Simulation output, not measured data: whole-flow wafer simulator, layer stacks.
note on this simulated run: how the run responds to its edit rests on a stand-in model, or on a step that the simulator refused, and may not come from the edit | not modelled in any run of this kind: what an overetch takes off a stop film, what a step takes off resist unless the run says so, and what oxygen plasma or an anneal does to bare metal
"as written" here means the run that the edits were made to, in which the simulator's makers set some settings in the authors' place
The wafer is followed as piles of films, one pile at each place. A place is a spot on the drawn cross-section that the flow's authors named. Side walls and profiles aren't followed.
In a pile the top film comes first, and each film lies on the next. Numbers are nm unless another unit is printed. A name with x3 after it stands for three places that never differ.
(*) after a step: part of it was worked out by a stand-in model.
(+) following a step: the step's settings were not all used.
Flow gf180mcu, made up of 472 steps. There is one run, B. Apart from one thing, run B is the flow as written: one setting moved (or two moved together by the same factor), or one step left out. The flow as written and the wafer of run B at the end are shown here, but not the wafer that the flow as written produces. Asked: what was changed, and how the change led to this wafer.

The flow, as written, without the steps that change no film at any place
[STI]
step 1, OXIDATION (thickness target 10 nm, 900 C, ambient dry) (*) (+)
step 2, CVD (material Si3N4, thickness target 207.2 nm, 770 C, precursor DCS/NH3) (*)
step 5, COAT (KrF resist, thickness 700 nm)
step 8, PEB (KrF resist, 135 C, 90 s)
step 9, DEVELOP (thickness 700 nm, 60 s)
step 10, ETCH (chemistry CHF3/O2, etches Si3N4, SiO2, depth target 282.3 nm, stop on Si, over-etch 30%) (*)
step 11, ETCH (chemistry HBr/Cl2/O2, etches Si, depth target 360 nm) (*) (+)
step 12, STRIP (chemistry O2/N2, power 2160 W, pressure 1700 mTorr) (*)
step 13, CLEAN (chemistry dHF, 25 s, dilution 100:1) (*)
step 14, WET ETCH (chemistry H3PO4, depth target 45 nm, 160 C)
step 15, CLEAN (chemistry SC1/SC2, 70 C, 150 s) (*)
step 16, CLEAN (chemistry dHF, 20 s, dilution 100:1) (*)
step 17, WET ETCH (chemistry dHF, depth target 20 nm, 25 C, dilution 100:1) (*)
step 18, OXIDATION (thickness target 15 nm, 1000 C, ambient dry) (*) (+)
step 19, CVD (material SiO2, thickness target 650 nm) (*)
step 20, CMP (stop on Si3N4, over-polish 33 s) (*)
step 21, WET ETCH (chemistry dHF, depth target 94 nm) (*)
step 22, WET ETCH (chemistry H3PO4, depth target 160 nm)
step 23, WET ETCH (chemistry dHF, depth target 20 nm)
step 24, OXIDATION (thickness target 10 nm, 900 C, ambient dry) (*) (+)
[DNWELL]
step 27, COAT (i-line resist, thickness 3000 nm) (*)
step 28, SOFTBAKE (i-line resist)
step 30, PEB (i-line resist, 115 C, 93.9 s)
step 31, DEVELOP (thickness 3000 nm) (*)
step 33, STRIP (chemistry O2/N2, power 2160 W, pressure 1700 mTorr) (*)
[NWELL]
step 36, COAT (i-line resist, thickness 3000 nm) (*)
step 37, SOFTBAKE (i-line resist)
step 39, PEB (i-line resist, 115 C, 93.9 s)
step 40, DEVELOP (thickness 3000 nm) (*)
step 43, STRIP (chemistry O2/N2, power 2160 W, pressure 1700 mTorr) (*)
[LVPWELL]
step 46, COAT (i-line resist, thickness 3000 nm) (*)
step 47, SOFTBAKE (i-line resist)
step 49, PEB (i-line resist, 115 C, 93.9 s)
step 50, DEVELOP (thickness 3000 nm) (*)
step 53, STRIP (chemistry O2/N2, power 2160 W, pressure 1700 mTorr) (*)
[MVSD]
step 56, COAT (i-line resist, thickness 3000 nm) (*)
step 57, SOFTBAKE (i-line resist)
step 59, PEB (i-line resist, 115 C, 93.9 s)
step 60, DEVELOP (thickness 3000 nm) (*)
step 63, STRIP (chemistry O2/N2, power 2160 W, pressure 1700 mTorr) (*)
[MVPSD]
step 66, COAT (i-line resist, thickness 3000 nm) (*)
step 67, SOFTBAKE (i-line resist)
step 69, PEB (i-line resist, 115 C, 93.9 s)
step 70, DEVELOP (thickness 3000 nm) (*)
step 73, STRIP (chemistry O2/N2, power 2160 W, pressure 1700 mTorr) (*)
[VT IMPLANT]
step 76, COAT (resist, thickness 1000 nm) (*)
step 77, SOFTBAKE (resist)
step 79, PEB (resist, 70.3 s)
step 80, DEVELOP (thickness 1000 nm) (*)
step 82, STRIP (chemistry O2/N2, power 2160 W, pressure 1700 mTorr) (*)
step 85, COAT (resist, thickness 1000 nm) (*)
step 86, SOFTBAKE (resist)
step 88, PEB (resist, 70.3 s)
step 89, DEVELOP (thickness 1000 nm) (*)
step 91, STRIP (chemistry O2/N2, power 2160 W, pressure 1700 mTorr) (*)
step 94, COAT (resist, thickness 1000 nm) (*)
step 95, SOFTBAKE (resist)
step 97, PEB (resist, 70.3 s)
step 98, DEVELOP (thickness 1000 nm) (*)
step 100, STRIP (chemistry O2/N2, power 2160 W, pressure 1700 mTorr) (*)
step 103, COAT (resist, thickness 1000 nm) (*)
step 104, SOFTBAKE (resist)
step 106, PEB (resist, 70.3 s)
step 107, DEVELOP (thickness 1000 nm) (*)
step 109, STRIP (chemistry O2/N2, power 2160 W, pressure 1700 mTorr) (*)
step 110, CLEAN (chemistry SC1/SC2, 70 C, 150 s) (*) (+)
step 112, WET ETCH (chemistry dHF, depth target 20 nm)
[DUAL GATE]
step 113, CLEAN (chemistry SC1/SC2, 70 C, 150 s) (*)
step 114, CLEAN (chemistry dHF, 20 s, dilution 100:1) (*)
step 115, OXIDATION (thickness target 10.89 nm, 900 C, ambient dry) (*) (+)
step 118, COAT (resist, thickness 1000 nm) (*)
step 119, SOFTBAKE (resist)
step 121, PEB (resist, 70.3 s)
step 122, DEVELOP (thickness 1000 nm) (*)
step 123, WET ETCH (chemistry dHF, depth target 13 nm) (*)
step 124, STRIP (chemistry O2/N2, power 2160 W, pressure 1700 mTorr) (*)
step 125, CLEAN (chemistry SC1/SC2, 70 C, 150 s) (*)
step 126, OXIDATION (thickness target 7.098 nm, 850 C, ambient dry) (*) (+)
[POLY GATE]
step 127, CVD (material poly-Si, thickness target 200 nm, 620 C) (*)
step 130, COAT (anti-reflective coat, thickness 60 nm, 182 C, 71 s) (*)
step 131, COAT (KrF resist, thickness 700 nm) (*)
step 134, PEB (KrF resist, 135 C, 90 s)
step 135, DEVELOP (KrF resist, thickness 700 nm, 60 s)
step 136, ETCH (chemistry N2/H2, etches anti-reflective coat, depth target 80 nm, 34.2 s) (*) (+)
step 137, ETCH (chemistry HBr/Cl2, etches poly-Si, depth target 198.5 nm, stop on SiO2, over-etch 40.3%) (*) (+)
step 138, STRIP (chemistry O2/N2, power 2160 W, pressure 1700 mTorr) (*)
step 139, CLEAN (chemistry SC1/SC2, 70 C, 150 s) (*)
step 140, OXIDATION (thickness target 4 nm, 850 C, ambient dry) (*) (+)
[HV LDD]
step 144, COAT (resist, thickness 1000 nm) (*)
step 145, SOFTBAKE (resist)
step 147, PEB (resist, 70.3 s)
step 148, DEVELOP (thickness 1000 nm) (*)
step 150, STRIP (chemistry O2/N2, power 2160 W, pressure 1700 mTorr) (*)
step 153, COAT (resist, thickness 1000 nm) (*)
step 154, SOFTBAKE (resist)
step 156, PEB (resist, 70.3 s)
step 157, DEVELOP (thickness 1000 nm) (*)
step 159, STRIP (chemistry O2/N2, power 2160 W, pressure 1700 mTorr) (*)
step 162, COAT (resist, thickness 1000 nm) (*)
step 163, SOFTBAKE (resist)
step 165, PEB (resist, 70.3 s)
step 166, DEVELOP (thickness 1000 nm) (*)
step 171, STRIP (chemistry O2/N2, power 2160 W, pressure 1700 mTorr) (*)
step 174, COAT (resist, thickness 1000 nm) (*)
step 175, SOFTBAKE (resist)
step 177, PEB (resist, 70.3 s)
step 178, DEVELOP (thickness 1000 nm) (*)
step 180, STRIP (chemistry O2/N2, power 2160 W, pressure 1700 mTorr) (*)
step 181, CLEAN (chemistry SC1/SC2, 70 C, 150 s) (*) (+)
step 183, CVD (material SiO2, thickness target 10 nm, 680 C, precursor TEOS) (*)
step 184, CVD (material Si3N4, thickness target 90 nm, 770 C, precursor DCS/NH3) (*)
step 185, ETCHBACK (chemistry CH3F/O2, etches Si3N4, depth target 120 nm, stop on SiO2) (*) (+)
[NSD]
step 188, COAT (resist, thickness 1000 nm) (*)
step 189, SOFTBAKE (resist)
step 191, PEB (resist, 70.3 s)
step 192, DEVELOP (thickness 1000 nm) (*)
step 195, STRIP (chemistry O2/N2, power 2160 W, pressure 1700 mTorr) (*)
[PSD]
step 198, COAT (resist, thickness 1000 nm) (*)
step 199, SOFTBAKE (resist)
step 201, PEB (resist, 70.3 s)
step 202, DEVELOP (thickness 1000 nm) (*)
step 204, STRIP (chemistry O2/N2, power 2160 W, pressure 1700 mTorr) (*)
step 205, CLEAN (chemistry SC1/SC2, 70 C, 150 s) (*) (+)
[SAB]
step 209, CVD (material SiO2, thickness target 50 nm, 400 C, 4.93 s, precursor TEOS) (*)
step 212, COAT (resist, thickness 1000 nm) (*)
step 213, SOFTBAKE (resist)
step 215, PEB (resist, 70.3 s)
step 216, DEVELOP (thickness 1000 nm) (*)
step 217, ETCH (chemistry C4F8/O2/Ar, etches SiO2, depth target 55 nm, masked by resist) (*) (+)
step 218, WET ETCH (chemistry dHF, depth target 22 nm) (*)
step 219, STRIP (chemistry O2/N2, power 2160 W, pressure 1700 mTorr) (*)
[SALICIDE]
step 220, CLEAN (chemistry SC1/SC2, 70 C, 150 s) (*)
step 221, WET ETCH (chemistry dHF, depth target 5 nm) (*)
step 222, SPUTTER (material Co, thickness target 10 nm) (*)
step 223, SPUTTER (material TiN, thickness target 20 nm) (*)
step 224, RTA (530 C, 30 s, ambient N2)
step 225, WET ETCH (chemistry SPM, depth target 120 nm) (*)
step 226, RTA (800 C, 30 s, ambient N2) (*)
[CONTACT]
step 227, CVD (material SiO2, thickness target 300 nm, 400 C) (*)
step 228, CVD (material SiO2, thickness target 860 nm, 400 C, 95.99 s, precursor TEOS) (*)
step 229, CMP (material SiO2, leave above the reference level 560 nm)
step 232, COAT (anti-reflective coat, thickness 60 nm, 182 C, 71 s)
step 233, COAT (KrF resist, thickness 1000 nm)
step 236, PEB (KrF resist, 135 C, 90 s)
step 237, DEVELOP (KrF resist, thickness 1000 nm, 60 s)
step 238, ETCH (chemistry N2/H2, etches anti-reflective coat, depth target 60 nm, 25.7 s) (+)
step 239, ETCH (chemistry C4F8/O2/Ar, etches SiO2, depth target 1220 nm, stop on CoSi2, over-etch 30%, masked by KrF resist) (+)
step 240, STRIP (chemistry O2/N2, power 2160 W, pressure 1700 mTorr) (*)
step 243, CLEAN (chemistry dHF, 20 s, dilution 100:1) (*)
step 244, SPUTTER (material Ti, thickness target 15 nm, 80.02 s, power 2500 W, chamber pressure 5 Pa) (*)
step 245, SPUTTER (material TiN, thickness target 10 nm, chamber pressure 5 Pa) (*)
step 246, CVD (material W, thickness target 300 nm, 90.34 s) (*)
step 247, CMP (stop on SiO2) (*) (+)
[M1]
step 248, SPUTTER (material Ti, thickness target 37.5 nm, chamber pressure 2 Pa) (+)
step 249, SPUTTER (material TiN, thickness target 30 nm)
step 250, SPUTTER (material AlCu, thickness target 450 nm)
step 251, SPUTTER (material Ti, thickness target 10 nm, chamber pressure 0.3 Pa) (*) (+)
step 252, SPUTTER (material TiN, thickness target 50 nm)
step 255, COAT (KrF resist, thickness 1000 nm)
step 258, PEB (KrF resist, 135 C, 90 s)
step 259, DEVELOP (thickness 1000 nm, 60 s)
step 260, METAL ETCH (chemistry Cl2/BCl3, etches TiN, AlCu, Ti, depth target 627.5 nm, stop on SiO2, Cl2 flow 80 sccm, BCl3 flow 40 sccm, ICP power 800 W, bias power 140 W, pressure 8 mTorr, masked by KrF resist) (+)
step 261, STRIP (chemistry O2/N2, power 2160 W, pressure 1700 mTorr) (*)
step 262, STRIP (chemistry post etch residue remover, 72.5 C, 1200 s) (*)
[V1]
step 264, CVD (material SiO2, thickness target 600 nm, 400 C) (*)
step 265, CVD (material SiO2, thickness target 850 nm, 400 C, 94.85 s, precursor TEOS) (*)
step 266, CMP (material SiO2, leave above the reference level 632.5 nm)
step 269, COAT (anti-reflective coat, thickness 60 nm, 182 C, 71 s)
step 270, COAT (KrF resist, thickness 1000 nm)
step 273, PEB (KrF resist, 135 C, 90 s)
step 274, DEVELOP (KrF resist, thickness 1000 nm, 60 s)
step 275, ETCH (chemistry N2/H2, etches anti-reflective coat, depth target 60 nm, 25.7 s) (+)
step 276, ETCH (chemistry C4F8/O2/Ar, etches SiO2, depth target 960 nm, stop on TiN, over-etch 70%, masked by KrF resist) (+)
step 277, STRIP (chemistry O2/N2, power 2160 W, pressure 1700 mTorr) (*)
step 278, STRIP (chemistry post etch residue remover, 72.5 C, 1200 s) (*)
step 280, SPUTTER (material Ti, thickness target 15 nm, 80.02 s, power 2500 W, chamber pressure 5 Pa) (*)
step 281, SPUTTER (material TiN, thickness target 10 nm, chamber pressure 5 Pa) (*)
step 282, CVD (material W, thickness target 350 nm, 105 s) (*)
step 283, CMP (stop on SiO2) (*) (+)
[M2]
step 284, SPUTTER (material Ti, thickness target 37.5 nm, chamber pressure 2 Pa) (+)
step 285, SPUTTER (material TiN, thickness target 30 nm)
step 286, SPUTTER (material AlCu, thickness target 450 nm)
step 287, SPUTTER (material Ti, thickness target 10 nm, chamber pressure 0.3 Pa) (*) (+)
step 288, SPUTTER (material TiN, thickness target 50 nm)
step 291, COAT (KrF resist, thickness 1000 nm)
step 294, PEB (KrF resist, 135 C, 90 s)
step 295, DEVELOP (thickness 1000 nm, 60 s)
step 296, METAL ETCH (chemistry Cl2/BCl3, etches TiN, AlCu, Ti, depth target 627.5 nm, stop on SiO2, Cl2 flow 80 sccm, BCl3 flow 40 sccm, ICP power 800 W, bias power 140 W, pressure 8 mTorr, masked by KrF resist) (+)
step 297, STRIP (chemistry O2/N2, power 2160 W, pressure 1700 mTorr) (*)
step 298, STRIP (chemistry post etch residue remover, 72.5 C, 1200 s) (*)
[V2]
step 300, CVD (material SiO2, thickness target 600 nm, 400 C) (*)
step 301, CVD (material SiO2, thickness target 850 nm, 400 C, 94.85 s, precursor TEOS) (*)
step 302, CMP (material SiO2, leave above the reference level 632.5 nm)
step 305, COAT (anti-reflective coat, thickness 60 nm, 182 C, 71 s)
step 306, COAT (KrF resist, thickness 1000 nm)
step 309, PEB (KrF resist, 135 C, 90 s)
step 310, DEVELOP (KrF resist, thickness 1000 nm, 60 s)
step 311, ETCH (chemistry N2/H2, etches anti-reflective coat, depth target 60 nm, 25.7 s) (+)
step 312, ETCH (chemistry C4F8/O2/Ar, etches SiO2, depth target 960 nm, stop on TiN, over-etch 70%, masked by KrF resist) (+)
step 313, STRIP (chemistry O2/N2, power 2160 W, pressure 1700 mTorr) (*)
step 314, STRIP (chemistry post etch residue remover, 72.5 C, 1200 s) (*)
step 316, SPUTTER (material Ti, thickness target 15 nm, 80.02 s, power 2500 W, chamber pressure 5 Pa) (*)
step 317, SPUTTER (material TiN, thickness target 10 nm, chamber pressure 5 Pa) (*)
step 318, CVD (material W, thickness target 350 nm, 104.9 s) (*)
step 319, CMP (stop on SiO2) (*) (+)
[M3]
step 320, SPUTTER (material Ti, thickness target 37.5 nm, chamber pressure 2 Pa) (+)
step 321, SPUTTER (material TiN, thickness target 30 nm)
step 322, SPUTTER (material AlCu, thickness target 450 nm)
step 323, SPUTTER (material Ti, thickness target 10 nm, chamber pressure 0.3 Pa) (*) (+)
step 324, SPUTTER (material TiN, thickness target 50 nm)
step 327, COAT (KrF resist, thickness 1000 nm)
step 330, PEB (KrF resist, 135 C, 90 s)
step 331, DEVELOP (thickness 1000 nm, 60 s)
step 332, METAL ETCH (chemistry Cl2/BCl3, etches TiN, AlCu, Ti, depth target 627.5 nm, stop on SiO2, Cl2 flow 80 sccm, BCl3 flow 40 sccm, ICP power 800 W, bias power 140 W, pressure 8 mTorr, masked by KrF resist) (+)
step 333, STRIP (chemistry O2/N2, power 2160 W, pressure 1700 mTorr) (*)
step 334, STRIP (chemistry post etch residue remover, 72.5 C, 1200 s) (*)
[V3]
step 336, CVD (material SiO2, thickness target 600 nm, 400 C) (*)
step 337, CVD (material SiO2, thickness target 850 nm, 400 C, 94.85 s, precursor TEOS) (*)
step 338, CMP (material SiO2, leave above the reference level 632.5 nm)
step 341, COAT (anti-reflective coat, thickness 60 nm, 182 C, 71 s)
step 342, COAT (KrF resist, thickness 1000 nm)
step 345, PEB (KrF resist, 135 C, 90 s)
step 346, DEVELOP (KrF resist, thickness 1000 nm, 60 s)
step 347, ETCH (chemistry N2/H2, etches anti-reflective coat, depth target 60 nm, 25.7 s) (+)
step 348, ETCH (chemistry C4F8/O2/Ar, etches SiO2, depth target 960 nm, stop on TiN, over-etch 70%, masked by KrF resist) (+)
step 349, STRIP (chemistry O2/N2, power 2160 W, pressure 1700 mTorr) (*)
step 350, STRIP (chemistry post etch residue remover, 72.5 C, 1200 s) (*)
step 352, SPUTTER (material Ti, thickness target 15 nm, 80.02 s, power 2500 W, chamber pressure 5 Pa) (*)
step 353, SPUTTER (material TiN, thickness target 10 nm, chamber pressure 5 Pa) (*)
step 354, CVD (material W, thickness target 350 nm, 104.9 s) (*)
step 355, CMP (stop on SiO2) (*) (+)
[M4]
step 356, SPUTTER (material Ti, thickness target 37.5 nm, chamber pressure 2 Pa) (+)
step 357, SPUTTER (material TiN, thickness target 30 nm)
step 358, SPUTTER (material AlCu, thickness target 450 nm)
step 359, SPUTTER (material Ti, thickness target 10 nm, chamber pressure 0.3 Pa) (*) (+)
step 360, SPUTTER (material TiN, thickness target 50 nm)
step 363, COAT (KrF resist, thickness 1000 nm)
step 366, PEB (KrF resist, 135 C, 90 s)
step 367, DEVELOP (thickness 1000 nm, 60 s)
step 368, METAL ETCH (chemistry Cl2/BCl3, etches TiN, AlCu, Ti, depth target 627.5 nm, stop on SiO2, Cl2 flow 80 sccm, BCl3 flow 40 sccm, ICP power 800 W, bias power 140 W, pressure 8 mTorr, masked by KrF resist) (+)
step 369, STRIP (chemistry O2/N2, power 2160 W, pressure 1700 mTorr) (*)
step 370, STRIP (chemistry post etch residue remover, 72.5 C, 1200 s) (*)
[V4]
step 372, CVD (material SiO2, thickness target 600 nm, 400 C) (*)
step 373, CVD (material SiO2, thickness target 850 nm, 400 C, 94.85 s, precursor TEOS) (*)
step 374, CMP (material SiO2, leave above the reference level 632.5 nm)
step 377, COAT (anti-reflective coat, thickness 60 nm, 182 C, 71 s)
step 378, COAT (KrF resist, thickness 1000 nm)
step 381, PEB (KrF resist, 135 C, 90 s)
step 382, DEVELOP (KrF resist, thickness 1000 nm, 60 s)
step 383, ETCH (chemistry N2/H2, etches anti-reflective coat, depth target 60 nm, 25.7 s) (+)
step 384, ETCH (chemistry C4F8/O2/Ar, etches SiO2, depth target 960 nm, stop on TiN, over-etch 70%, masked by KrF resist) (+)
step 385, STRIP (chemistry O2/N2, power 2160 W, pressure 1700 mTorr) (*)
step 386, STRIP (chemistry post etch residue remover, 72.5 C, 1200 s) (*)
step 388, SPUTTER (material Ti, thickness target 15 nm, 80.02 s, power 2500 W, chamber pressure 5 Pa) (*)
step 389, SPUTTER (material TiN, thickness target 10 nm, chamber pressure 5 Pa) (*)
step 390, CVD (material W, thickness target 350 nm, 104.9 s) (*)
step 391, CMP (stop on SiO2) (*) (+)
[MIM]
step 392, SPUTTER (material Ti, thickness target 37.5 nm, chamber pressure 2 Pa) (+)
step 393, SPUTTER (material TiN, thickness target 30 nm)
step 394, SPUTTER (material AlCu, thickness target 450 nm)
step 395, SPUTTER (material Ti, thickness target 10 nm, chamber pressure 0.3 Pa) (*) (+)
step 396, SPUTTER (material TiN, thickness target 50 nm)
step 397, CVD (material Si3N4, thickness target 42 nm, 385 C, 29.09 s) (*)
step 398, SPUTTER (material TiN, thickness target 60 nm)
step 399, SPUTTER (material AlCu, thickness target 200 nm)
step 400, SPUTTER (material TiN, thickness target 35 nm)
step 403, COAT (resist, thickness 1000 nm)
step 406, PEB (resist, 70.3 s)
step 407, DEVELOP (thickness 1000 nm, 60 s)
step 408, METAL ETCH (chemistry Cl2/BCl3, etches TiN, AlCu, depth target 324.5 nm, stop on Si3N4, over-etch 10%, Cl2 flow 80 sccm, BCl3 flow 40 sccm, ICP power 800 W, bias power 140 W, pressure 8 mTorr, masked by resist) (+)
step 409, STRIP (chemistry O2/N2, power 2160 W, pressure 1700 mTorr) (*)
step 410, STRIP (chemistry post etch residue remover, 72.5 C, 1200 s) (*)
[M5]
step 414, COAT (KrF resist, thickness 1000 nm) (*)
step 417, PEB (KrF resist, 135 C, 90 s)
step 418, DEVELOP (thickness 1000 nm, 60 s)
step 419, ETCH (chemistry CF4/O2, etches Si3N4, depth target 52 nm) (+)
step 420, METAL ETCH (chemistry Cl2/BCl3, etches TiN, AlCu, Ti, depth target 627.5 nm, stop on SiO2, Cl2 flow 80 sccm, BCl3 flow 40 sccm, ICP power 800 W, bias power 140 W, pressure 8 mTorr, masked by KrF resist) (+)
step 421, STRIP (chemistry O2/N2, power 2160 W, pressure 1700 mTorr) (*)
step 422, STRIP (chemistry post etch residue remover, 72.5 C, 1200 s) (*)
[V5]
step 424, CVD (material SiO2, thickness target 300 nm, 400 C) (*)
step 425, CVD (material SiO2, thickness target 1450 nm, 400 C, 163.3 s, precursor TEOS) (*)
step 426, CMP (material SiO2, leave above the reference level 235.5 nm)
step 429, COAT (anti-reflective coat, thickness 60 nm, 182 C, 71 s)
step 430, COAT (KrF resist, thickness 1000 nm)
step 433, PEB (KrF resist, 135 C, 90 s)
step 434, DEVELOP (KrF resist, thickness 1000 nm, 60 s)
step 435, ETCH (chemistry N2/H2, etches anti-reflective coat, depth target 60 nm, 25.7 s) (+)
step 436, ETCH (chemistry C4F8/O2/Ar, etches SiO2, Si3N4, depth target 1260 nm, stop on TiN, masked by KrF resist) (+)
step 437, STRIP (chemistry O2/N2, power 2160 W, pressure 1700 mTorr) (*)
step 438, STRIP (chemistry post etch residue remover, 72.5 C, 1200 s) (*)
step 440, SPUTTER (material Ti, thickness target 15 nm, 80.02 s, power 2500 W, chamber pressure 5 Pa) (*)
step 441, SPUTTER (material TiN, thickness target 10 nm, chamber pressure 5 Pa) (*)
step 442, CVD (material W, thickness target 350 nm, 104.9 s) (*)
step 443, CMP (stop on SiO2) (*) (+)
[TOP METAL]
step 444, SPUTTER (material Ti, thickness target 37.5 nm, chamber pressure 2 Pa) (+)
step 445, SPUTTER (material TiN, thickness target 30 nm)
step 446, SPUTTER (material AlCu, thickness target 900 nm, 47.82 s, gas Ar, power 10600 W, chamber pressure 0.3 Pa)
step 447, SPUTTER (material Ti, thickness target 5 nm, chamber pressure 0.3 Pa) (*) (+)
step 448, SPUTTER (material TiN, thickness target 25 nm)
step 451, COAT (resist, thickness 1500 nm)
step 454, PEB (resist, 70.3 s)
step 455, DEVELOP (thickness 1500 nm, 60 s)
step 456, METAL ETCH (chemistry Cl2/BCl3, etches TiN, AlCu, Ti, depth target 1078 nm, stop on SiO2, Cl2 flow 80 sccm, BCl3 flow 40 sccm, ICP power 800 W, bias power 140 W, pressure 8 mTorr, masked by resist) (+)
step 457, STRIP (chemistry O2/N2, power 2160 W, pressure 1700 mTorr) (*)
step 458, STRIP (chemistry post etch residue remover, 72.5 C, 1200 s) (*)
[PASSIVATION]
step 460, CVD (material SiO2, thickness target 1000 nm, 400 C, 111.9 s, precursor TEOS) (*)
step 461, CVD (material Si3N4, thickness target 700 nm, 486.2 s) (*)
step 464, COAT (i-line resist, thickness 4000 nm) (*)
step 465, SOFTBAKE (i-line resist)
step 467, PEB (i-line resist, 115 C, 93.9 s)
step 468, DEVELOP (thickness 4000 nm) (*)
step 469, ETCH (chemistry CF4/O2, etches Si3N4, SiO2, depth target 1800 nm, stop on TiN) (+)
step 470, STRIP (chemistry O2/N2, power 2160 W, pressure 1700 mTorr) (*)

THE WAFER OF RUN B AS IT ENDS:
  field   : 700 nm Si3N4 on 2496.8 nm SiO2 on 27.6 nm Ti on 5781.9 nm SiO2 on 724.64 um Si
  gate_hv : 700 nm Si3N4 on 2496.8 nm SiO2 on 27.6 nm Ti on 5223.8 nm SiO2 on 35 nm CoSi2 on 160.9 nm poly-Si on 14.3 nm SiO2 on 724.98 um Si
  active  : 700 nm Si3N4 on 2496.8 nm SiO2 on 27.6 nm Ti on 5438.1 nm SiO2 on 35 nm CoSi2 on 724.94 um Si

What caused this: step 394, SPUTTER: thickness target 529 nm was run, whereas the flow has thickness target 450 nm.

Step by step, how the change led to this:
  step 394, SPUTTER (material AlCu, thickness target 450 nm)
      field, field__w1, field__w2 and 108 more: AlCu gains 529 (new film) (in the flow as written it would be: AlCu gains 450 (new film))
  step 420, METAL ETCH (chemistry Cl2/BCl3, etches TiN, AlCu, Ti, depth target 627.5 nm, stop on SiO2, Cl2 flow 80 sccm, BCl3 flow 40 sccm, ICP power 800 W, bias power 140 W, pressure 8 mTorr, masked by KrF resist) (+)
      field, field__w1, field__w2 and 101 more: TiN loses 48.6 (all of it), Ti loses 10 (all of it), AlCu loses 529 (all of it), TiN loses 30 (all of it), Ti loses 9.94 (in the flow as written it would be: TiN loses 48.6 (all of it), Ti loses 10 (all of it), AlCu loses 450 (all of it), TiN loses 30 (all of it), Ti loses 37.5 (all of it))
  step 424, CVD (material SiO2, thickness target 300 nm, 400 C) (*)
      field, field__w1, field__w2 and 101 more: SiO2 gains 300 (new film) (in the flow as written it would be: SiO2 gains 300)
  step 426, CMP (material SiO2, leave above the reference level 235.5 nm)
      field, field__w1, field__w5 and 92 more: SiO2 loses 249.4 (in the flow as written it would be: SiO2 loses 300.8)
      field__w2, field__w3, field__w12 and 6 more: SiO2 loses 218.9 (in the flow as written it would be: SiO2 loses 272.7)
If metal films that touch count as one body, field has 1 body; the flow as written gives 0 bodies.
If metal films that touch count as one body, gate_hv has 2 bodies (between them, from the top down: SiO2 5223.8); the flow as written gives 1 body.
If metal films that touch count as one body, active has 2 bodies (between them, from the top down: SiO2 5438.1); the flow as written gives 1 body.
